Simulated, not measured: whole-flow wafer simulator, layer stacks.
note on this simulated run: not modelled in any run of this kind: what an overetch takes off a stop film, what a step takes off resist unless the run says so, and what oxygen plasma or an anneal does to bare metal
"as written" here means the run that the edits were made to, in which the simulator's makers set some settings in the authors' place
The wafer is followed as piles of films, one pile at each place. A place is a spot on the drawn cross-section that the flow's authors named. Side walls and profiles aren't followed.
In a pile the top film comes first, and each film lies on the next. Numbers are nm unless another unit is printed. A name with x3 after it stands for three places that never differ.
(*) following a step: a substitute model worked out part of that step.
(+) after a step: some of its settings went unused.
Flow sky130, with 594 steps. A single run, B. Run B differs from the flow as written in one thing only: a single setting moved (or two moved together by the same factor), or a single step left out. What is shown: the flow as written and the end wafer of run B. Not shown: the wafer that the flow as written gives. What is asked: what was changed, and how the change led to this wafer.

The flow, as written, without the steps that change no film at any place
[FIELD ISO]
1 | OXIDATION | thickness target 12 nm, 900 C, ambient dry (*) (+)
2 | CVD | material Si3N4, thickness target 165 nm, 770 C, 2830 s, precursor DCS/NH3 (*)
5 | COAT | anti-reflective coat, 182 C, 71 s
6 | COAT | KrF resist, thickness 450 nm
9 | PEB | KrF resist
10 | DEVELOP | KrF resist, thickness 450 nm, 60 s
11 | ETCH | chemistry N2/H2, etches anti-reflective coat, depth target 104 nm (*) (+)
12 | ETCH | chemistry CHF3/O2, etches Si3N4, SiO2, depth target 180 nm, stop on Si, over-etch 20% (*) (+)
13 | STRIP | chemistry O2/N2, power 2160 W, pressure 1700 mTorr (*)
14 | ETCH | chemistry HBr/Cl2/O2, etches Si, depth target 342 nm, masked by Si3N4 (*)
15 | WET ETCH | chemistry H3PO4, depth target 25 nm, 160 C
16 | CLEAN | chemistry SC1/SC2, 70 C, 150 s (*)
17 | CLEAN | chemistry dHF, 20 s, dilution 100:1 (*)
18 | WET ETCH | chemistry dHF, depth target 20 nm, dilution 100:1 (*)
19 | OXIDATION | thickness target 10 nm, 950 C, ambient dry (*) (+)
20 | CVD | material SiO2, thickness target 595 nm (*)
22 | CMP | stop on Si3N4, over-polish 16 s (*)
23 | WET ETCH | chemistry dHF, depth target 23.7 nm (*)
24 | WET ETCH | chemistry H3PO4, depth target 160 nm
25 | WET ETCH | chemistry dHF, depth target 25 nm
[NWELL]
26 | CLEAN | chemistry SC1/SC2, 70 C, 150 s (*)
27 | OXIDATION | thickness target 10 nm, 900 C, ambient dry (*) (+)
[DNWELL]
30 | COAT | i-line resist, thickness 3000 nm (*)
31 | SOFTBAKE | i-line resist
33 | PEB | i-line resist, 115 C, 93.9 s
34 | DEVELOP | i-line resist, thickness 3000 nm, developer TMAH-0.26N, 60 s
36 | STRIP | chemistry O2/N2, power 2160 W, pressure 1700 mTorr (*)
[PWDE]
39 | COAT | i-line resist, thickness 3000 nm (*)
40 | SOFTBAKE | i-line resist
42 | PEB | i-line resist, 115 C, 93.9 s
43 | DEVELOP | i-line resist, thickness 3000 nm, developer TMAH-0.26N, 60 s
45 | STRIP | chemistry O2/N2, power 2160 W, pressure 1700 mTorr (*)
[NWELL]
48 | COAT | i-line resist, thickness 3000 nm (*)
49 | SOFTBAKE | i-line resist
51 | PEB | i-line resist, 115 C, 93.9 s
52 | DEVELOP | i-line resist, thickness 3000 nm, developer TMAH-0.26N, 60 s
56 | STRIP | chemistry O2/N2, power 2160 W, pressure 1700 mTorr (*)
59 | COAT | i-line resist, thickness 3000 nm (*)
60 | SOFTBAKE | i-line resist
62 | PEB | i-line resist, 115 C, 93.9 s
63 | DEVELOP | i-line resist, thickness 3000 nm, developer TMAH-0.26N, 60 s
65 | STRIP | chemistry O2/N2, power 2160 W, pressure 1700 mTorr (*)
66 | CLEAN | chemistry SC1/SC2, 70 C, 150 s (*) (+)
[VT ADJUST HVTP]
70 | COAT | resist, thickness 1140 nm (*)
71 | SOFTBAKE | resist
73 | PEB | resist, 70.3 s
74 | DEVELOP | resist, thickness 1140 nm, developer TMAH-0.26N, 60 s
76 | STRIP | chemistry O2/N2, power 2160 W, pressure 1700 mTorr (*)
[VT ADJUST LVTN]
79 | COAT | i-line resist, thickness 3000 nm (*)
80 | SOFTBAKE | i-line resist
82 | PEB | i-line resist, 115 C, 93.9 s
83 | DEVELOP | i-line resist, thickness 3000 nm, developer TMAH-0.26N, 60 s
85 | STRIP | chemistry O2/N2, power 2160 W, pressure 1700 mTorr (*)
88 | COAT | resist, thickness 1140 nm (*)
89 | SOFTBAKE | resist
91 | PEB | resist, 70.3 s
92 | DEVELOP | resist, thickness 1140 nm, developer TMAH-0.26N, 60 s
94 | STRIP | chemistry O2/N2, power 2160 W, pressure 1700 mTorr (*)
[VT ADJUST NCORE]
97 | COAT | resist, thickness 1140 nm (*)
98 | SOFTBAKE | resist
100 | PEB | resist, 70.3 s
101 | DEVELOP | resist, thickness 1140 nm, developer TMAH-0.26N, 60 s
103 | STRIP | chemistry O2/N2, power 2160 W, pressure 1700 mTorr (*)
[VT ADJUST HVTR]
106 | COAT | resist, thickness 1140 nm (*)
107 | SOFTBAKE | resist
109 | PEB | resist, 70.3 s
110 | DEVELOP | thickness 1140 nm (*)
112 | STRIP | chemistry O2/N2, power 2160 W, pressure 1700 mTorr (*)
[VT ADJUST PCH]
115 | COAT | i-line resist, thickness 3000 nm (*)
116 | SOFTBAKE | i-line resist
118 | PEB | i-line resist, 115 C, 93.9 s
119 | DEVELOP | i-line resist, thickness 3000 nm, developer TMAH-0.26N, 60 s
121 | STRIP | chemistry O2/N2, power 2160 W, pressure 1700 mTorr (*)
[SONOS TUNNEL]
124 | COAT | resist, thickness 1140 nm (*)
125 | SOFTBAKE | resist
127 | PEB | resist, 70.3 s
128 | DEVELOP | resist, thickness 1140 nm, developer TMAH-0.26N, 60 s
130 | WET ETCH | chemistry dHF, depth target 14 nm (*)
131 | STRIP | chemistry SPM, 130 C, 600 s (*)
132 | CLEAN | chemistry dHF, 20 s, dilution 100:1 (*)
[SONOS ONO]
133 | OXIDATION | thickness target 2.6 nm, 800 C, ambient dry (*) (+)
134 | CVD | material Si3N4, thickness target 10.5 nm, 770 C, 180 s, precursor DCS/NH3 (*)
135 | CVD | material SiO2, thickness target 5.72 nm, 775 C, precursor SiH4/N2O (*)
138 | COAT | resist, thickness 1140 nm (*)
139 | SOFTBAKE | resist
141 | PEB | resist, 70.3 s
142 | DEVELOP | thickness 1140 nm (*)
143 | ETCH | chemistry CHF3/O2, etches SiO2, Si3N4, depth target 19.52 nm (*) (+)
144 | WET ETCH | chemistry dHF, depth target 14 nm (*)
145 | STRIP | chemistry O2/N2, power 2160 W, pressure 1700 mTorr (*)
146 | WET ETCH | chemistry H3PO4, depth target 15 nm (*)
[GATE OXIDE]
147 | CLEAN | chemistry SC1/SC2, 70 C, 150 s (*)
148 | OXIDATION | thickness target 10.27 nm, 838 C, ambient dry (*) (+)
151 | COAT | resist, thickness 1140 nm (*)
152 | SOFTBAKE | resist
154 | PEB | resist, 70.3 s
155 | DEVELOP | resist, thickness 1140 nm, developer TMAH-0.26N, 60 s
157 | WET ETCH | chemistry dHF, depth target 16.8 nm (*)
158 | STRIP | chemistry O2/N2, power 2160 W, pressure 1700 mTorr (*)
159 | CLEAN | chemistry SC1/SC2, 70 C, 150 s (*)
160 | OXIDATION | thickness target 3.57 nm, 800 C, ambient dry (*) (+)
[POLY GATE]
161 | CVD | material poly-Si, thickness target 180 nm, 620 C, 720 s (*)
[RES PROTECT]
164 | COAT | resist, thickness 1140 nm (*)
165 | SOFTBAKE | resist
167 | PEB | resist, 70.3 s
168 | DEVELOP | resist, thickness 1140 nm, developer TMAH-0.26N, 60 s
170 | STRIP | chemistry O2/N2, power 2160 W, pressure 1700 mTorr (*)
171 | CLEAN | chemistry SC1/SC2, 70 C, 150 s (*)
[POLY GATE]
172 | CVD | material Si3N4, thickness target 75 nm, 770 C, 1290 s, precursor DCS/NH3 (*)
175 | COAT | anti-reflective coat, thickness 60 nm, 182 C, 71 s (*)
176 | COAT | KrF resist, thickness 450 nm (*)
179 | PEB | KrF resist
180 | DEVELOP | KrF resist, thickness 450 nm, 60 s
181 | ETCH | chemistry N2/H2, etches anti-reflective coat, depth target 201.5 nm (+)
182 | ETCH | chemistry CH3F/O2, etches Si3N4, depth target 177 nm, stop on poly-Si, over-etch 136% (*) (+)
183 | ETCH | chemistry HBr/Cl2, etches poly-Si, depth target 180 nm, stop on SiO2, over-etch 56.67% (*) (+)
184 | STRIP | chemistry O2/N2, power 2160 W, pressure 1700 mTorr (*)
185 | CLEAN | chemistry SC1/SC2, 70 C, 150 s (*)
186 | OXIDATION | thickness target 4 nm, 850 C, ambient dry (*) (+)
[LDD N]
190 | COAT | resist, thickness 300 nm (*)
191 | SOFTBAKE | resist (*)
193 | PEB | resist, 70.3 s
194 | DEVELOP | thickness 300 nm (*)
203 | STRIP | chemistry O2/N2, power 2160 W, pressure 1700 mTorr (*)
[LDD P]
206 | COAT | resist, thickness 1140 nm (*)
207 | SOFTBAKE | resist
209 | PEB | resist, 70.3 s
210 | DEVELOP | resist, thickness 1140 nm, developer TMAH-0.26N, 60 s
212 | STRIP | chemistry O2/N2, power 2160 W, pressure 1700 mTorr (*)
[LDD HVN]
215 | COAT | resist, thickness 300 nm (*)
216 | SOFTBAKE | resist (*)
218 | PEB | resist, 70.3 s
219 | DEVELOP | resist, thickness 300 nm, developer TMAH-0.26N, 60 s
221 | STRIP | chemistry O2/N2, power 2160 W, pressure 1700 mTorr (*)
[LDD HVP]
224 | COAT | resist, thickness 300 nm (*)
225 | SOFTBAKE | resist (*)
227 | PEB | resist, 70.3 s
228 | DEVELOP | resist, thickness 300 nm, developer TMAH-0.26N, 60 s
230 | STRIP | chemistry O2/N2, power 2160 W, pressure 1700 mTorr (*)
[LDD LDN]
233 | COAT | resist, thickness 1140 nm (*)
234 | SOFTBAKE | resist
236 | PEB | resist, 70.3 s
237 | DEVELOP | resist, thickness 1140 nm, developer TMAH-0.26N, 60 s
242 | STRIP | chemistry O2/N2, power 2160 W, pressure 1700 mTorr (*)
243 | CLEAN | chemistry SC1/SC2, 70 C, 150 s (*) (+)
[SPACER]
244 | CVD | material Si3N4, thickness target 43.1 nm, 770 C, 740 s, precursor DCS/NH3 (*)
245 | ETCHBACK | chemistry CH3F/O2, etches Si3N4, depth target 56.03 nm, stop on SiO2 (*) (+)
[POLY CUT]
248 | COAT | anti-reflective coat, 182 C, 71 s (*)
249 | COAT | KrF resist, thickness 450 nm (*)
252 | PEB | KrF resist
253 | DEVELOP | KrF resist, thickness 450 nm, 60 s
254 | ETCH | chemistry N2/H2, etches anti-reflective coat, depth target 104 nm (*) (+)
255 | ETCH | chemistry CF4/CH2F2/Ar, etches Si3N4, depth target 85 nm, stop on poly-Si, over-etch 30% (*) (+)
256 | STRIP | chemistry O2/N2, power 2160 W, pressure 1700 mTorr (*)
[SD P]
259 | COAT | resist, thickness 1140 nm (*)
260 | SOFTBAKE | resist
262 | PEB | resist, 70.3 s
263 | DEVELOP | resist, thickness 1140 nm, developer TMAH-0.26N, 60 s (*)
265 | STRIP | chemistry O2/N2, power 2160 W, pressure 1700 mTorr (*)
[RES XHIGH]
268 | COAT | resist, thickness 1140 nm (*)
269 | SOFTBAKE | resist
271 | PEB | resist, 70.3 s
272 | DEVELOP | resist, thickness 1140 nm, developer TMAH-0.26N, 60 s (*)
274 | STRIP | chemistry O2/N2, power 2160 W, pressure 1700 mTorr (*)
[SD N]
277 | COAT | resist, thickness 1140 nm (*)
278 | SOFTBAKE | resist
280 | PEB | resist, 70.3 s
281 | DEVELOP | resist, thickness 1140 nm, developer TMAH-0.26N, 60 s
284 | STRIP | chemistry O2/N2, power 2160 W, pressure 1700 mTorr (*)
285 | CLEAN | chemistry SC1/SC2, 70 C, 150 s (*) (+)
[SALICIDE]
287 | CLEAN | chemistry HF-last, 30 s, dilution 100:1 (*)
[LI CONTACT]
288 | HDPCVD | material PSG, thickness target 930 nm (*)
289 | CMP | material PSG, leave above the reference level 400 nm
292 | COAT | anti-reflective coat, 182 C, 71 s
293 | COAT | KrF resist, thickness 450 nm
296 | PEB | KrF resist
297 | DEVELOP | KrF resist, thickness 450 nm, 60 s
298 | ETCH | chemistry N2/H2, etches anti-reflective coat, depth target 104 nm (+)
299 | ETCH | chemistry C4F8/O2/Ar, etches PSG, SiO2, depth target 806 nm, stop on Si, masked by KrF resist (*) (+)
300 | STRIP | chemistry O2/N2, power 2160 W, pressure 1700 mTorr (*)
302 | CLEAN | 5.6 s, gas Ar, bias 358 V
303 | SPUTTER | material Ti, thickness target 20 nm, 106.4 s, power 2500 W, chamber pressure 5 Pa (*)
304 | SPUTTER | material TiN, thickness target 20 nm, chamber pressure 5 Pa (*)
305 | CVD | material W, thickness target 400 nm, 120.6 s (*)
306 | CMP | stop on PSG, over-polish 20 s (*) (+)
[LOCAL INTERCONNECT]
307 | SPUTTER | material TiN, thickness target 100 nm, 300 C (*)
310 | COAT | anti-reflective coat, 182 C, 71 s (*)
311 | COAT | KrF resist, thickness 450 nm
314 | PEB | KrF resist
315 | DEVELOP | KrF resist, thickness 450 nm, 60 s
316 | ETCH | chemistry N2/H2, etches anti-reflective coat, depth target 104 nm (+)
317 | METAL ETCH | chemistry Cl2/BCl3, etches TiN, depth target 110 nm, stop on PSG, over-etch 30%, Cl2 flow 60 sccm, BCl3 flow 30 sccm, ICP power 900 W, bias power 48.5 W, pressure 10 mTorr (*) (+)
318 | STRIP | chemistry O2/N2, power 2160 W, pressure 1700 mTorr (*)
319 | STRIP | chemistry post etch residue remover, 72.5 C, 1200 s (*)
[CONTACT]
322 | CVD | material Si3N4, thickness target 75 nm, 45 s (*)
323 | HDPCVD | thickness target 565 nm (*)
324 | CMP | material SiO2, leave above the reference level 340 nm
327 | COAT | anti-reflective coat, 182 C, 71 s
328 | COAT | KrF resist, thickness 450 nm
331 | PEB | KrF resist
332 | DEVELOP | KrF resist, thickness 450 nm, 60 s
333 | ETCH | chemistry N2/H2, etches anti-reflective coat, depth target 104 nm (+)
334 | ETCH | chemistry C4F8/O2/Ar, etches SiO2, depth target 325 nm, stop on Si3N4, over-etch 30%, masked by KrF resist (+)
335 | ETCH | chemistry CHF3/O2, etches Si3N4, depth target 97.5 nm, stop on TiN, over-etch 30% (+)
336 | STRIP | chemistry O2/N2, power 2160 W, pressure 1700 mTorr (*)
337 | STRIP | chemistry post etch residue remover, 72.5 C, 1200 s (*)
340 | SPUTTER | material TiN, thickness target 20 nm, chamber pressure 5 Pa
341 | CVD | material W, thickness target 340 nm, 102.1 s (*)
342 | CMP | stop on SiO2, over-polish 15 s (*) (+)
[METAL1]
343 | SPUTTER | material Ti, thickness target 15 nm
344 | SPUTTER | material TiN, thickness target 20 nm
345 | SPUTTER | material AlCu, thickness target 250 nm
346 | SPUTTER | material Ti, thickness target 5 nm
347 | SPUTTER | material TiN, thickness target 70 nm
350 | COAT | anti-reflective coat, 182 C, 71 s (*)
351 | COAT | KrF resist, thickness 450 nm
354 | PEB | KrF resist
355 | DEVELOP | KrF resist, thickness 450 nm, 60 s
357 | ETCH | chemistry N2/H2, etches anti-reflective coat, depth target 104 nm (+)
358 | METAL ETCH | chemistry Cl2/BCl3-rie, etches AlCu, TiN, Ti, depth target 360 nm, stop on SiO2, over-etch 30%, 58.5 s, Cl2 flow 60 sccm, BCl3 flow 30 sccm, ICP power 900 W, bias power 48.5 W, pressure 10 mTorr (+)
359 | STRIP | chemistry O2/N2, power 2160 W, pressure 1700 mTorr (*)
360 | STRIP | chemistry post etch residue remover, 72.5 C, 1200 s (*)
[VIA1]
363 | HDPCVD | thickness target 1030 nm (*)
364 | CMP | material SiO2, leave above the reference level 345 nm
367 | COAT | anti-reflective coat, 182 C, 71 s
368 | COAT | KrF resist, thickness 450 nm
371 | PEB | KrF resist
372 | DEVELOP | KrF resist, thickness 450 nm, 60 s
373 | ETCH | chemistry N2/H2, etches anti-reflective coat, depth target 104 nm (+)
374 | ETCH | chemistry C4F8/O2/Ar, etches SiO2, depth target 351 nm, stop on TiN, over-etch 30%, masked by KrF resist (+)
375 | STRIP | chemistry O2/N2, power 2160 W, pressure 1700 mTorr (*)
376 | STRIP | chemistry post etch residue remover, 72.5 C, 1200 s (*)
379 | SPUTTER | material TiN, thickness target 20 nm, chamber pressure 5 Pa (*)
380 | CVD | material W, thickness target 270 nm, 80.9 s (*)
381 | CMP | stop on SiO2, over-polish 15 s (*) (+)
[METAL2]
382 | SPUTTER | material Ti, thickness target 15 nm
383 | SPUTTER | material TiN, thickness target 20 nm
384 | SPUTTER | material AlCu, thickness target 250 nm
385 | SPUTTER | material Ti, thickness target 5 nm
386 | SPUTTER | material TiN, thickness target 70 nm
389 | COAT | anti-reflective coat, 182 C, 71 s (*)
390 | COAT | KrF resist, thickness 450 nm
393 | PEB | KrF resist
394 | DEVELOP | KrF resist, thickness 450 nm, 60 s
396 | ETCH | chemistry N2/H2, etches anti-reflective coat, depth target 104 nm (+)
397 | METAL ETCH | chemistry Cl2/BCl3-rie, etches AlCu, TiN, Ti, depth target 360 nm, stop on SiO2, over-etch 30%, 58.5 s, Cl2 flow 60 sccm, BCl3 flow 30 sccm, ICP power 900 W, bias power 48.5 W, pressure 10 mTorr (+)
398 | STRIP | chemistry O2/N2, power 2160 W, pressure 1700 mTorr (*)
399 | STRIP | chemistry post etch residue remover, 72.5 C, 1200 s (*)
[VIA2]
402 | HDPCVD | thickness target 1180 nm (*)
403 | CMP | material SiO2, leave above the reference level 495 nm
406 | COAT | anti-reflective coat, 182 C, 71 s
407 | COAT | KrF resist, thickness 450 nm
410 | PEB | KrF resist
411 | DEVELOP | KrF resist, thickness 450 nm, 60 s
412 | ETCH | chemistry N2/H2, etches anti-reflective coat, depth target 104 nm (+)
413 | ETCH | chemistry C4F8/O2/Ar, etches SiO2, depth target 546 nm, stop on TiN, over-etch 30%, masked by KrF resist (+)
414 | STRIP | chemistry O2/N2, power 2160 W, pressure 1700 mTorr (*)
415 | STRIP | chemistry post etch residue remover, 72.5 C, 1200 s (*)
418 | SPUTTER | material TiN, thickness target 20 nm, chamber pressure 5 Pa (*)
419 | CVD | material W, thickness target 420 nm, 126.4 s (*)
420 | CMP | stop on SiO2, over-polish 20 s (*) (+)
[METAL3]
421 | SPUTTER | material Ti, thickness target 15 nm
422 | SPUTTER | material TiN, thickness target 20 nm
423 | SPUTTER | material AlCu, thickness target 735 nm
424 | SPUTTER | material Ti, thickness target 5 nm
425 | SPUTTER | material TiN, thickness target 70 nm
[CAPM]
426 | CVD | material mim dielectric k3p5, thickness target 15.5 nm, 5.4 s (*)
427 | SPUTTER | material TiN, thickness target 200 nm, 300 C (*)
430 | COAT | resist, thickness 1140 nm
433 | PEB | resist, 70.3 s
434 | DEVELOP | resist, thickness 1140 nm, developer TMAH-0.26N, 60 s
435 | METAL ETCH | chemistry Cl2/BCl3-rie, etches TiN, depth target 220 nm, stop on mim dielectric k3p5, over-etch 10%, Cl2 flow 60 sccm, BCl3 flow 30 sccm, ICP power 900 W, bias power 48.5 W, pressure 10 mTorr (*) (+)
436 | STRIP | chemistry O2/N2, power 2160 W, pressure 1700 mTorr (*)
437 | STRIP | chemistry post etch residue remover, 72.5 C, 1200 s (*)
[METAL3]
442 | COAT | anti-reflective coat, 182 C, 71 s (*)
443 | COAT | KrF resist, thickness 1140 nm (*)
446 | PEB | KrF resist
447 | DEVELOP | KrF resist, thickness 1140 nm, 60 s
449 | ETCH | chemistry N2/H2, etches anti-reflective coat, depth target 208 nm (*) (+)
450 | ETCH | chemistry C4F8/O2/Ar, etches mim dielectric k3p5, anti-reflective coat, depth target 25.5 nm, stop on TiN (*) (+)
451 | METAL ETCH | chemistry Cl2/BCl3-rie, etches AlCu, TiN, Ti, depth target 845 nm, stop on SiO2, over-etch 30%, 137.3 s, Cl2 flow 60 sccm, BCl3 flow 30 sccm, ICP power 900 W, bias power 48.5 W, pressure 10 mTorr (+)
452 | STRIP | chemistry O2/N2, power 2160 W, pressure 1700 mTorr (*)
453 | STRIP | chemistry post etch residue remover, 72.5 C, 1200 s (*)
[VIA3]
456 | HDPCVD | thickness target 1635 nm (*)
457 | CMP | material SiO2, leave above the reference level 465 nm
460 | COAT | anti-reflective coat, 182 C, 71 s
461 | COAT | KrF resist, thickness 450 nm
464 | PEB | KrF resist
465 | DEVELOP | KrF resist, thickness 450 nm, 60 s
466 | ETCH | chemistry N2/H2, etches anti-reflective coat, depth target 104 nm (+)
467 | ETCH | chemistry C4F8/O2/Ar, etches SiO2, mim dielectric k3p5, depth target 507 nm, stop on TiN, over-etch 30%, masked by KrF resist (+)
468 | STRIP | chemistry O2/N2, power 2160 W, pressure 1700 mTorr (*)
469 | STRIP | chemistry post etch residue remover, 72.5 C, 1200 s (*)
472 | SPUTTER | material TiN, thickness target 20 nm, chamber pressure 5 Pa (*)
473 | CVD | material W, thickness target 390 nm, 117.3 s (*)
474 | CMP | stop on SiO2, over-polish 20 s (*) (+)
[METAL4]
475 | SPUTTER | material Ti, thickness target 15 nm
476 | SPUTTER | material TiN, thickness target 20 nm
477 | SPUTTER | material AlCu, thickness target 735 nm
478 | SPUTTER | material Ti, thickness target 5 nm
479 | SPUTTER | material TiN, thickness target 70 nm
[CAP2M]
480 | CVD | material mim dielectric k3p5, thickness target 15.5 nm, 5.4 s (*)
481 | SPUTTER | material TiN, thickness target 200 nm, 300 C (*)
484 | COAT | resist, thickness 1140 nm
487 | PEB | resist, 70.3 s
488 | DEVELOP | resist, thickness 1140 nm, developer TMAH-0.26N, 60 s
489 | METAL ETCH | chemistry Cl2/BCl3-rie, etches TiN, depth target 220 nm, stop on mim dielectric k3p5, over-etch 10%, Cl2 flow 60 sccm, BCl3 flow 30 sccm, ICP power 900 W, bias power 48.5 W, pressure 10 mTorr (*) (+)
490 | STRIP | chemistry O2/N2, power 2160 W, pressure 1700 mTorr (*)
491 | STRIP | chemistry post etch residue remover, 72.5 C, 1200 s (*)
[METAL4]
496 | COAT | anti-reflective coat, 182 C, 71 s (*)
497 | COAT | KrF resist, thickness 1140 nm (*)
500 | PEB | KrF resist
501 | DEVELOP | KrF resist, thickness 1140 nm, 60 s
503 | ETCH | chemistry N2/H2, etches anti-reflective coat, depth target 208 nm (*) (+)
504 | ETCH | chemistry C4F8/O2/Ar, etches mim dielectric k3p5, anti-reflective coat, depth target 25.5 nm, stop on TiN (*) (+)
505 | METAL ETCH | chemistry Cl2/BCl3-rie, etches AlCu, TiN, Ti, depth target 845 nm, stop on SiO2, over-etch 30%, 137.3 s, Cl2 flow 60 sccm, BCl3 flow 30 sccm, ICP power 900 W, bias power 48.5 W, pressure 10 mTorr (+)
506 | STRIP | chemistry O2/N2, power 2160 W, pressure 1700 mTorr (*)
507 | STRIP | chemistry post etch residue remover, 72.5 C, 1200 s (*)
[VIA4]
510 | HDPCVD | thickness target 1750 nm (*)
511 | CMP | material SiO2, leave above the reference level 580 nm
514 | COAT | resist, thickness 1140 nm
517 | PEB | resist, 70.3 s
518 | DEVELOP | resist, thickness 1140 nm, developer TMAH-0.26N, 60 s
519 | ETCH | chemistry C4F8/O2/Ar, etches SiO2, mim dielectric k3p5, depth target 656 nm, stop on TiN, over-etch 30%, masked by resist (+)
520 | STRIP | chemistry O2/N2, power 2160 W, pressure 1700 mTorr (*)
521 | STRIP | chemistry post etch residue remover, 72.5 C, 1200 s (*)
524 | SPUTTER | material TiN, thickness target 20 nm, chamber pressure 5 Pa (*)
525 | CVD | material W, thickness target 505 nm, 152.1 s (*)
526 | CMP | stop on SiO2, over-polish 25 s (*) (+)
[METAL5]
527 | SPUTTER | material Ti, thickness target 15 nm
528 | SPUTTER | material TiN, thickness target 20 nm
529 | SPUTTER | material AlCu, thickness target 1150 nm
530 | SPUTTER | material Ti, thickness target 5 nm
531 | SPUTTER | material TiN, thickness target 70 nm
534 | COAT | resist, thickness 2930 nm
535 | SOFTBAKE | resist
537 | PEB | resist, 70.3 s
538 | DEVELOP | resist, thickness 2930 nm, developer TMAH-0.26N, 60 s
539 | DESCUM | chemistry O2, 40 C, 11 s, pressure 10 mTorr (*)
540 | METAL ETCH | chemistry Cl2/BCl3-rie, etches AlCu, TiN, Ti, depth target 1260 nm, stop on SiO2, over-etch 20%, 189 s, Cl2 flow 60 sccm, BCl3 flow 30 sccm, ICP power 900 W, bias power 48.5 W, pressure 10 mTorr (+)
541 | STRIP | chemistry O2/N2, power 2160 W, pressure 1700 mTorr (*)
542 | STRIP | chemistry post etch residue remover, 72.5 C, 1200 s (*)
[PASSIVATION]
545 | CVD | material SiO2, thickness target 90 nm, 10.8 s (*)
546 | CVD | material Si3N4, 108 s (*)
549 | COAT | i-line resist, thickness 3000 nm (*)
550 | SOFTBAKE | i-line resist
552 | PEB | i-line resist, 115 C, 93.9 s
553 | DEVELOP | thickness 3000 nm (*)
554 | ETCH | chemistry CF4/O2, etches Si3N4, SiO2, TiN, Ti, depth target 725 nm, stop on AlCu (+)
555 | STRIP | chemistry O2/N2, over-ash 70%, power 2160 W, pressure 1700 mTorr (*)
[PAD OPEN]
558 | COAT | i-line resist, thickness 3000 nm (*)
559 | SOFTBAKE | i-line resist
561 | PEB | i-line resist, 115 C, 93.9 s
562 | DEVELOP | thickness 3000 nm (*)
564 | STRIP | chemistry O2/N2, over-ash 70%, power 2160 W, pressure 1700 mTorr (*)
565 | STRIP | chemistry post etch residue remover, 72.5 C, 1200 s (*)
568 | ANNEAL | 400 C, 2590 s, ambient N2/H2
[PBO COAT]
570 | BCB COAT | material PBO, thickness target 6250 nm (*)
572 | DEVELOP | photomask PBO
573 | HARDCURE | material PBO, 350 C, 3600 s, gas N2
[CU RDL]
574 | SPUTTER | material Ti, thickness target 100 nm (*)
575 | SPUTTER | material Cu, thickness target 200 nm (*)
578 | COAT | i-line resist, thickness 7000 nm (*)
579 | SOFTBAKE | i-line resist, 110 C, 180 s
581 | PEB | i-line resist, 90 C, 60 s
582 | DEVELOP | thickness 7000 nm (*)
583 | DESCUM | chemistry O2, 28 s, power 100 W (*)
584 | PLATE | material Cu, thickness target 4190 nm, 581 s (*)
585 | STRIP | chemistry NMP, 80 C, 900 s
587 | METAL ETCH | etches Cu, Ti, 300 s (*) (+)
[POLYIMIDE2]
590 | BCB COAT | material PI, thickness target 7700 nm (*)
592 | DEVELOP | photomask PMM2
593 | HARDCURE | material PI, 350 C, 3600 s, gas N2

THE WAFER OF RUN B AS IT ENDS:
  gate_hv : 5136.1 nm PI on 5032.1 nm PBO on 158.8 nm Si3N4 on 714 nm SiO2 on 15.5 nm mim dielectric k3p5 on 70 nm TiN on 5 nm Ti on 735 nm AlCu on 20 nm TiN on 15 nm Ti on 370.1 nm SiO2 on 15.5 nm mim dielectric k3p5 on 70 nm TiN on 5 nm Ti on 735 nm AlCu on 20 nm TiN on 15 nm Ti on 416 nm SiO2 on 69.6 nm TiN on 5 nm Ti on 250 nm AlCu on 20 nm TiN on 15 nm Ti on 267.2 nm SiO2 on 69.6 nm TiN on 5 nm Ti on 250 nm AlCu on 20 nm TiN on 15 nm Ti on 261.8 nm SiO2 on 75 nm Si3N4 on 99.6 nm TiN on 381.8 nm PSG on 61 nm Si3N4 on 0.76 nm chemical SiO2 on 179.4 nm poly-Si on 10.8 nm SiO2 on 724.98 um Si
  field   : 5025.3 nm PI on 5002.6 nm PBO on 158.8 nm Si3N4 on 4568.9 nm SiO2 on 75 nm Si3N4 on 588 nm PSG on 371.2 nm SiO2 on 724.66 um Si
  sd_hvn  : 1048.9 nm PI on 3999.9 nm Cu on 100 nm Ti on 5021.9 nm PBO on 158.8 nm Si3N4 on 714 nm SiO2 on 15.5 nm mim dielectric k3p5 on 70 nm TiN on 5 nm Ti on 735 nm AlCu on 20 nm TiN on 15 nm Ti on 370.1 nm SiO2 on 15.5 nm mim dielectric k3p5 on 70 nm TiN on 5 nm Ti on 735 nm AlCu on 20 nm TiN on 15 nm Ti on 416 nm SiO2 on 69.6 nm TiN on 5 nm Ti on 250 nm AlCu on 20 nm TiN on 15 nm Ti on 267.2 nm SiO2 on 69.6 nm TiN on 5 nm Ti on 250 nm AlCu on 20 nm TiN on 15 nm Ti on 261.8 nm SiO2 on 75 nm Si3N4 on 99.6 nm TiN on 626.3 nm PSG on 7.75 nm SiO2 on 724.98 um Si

What caused this: step 511, CMP: leave above the reference level 710 nm was run, though the flow has leave above the reference level 580 nm.

How this came from the change, step by step:
  511 | CMP | material SiO2, leave above the reference level 580 nm
      n_well, p_well, gate_hv and 99 more: SiO2 loses 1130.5 (as written it would have been: SiO2 loses 1260.5)
      field, active, gate and 77 more: SiO2 loses 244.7 (as written it would have been: SiO2 loses 374.7)
      (and at 11 other places as well)
  519 | ETCH | chemistry C4F8/O2/Ar, etches SiO2, mim dielectric k3p5, depth target 656 nm, stop on TiN, over-etch 30%, masked by resist (+)
      m1: SiO2 loses 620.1 (all of it), mim dielectric k3p5 loses 15.5 (all of it) (as written it would have been: SiO2 loses 490.1 (all of it), mim dielectric k3p5 loses 15.5 (all of it))
      via4_hole: SiO2 loses 619.5 (all of it), mim dielectric k3p5 loses 15.5 (all of it) (as written it would have been: SiO2 loses 489.5 (all of it), mim dielectric k3p5 loses 15.5 (all of it))
  524 | SPUTTER | material TiN, thickness target 20 nm, chamber pressure 5 Pa (*)
      m1, via4_hole: TiN gains 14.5 (as written it would have been: TiN gains 15.3)
  525 | CVD | material W, thickness target 505 nm, 152.1 s (*)
      m1: W gains 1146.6 (new film) (as written it would have been: W gains 1015.8 (new film))
      via4_hole: W gains 1146 (new film) (as written it would have been: W gains 1015.2 (new film))
